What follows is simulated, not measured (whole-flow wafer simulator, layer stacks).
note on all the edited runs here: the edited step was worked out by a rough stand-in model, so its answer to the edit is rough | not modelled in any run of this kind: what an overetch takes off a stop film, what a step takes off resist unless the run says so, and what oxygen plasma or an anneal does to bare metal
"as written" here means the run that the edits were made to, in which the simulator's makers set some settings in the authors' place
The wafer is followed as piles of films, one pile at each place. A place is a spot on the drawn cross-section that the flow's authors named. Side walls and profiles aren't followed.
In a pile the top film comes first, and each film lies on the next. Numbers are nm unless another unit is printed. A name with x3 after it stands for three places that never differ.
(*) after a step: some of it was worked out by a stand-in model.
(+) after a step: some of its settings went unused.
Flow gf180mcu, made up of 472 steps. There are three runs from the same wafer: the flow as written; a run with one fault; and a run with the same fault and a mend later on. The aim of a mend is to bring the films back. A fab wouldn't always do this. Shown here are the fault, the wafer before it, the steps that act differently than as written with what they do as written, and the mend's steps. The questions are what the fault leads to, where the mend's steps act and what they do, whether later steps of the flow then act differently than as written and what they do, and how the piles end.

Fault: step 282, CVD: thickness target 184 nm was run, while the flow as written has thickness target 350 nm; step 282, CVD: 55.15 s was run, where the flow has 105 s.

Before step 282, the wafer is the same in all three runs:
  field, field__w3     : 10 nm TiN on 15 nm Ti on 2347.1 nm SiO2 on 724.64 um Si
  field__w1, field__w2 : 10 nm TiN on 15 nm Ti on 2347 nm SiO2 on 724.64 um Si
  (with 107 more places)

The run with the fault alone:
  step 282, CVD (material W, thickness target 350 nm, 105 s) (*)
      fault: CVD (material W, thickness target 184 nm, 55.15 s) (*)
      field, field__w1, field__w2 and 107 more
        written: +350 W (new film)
        fault: +184.9 W (new film)
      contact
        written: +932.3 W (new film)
        fault: +767.2 W (new film)
  Later steps of the flow acting differently than as written:
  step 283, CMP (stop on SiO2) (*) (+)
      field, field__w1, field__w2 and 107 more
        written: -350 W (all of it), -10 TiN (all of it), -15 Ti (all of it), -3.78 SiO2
        fault: -184.9 W (all of it), -10 TiN (all of it), -15 Ti (all of it), -2.12 SiO2
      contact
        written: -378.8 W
        fault: -212.1 W
  At the end the piles are close to the flow's at the places that both follow, differing by at most 2% or 0.5 nm, whichever is larger.

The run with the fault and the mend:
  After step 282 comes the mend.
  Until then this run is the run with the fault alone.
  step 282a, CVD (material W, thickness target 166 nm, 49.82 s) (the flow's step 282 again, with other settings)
      field, field__w1, field__w2 and 108 more
        +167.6 W
  Every later step of the flow that is run acts as written, at every place that is followed, to within 2% or 0.5 nm, whichever is larger.
  At the end the piles are close to the flow's at the places that both follow, differing by at most 2% or 0.5 nm, whichever is larger.
